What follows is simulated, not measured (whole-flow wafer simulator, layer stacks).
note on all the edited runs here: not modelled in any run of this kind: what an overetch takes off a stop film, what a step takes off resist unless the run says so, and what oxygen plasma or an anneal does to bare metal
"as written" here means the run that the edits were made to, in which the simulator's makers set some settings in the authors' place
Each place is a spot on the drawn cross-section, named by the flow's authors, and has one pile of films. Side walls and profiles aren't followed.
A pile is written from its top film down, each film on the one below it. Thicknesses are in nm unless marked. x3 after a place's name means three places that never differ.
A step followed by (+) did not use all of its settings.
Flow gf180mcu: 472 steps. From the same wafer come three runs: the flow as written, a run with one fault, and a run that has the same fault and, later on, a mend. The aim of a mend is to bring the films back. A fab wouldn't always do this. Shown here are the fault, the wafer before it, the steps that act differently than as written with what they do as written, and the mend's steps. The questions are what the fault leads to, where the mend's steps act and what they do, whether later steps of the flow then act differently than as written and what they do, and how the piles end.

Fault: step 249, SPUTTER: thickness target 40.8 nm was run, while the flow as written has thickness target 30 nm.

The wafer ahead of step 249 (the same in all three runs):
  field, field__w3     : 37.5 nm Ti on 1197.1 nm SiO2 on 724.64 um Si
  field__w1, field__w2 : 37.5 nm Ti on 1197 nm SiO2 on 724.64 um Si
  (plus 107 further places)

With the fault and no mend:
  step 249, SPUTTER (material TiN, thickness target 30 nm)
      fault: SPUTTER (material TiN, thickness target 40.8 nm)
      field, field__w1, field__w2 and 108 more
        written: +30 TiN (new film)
        fault: +40.8 TiN (new film)
  Steps further on in the flow that do not act as written:
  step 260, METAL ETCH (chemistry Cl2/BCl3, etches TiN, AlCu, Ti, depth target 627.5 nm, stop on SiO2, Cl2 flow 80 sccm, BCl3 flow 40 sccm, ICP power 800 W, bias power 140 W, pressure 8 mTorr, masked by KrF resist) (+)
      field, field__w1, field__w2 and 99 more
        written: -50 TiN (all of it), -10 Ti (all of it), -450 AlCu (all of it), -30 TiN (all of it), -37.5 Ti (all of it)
        fault: -50 TiN (all of it), -10 Ti (all of it), -450 AlCu (all of it), -40.8 TiN (all of it), -37.5 Ti (all of it)
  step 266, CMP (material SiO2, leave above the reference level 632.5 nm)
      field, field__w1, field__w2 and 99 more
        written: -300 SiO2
        fault: -289.2 SiO2
  The piles end different from the flow's at field__w8, contact, m1 and 6 more by more than 2% or 0.5 nm, whichever is larger.
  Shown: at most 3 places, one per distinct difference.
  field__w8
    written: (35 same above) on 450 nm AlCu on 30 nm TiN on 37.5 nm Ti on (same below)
    fault: (35 same above) on 450 nm AlCu on 40.8 nm TiN on 37.5 nm Ti on (same below)
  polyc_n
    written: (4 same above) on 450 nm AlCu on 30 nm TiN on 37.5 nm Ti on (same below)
    fault: (4 same above) on 450 nm AlCu on 40.8 nm TiN on 37.5 nm Ti on (same below)
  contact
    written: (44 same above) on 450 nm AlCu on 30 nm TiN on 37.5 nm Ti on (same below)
    fault: (44 same above) on 450 nm AlCu on 40.8 nm TiN on 37.5 nm Ti on (same below)

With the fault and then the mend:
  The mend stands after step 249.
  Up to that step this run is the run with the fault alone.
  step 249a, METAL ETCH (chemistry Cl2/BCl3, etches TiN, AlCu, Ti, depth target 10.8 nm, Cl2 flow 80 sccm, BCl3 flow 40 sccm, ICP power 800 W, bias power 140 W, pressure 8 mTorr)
      field, field__w1, field__w2 and 108 more
        -10.8 TiN
  Later steps of the flow that are run all act as written at every place that is followed.
  By the end, the piles equal the flow's at every place that both follow.
